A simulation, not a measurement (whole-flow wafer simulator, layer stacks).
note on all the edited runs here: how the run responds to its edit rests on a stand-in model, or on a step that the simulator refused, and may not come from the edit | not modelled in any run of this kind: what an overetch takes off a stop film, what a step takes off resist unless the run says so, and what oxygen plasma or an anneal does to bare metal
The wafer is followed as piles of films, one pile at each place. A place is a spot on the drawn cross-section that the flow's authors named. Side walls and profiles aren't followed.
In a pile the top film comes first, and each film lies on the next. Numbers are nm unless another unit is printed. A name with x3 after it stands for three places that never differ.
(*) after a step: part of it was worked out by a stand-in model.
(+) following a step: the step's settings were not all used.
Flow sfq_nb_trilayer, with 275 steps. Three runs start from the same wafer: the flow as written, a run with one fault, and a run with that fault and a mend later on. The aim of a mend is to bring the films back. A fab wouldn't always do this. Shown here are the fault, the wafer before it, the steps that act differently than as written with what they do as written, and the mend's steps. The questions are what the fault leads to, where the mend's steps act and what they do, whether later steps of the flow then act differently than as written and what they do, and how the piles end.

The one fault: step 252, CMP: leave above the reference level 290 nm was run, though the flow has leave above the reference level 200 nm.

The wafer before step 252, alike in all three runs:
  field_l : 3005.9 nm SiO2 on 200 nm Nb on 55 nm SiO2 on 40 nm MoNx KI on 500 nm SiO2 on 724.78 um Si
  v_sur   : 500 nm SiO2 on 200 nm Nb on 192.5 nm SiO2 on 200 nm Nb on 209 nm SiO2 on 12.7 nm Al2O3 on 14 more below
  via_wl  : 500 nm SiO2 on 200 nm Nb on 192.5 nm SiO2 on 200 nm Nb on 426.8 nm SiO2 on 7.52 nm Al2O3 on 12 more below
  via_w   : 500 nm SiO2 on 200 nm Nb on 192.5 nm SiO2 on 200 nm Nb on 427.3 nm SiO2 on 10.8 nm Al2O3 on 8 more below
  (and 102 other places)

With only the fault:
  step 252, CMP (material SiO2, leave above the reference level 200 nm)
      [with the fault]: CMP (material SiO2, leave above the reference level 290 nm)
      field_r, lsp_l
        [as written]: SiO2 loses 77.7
        [with the fault]: nothing
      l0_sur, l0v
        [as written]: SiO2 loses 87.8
        [with the fault]: nothing
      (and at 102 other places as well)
  Steps further on in the flow that do not act as written (not shown: 6 more steps that differ only slightly, by at most 2% or 0.5 nm, whichever is larger):
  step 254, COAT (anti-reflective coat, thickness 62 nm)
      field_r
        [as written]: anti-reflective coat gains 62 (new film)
        [with the fault]: anti-reflective coat gains 66.5 (new film)
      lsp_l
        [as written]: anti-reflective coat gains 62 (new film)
        [with the fault]: anti-reflective coat gains 64.9 (new film)
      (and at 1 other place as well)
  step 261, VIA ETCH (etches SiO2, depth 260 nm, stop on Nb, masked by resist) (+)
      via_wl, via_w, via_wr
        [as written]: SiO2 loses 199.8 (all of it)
        [with the fault]: SiO2 loses 260
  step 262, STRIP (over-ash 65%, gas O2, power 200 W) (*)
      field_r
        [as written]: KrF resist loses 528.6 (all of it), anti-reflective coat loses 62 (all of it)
        [with the fault]: KrF resist loses 533.4 (all of it), anti-reflective coat loses 66.5 (all of it)
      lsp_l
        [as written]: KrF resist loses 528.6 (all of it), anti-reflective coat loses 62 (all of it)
        [with the fault]: KrF resist loses 534.7 (all of it), anti-reflective coat loses 64.9 (all of it)
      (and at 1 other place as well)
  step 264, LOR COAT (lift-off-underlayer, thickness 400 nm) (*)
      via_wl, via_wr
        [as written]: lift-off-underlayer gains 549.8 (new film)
        [with the fault]: lift-off-underlayer gains 594.8 (new film)
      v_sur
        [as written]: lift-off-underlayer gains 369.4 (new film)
        [with the fault]: lift-off-underlayer gains 360.2 (new film)
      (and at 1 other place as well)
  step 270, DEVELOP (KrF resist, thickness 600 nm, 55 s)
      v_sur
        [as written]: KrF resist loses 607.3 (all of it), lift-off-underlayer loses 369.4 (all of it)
        [with the fault]: KrF resist loses 609.9 (all of it), lift-off-underlayer loses 360.2 (all of it)
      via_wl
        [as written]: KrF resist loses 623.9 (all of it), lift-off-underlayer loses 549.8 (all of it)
        [with the fault]: KrF resist loses 631.4 (all of it), lift-off-underlayer loses 594.8 (all of it)
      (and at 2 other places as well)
  By the end, the piles at field_l, v_sur, via_wl and 103 more depart from the flow's by more than 2% or 0.5 nm, whichever is larger.
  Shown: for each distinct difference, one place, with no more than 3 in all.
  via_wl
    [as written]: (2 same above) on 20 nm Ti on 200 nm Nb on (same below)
    [with the fault]: (2 same above) on 20 nm Ti on 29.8 nm SiO2 on 200 nm Nb on (same below)
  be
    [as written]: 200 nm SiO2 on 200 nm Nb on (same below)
    [with the fault]: 290 nm SiO2 on 200 nm Nb on (same below)
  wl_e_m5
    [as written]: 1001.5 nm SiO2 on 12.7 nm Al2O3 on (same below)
    [with the fault]: 1091.5 nm SiO2 on 12.7 nm Al2O3 on (same below)

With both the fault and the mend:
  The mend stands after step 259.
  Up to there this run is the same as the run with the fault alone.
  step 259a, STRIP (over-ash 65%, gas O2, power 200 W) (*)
      p4_fl x3, p4_w1 x9, p4_g1 x2 and 63 more
        KrF resist loses 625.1 (all of it), anti-reflective coat loses 62 (all of it)
      field_l, v_sur, via_sp and 9 more
        KrF resist loses 625 (all of it), anti-reflective coat loses 62 (all of it)
      via_wl, via_w, via_wr
        anti-reflective coat loses 62 (all of it)
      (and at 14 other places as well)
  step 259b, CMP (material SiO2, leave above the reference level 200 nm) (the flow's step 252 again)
      field_l, v_sur, via_wl and 99 more
        SiO2 loses 90
      field_r, lsp_l
        SiO2 loses 77.7
      l0_sur, l0v
        SiO2 loses 87.8
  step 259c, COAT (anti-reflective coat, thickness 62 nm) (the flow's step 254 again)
      field_l, v_sur, via_wl and 103 more
        anti-reflective coat gains 62 (new film)
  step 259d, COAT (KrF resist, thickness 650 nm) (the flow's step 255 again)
      field_l, v_sur, via_wl and 103 more
        KrF resist gains 650 (new film)
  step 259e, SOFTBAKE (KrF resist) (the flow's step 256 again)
      does not change any film at any place that is followed
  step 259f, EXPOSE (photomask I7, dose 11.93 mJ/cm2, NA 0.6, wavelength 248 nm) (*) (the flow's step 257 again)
      does not change any film at any place that is followed
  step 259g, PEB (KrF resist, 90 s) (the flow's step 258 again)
      field_l, v_sur, via_wl and 103 more
        KrF resist loses 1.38
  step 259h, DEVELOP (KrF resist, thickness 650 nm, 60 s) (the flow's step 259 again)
      field_l, v_sur, via_sp and 100 more
        KrF resist loses 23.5
      via_wl, via_w, via_wr
        KrF resist loses 648.6 (all of it)
  Later steps of the flow that are run all act as written at every place that is followed.
  At every place that both follow, the piles at the end match the flow's.
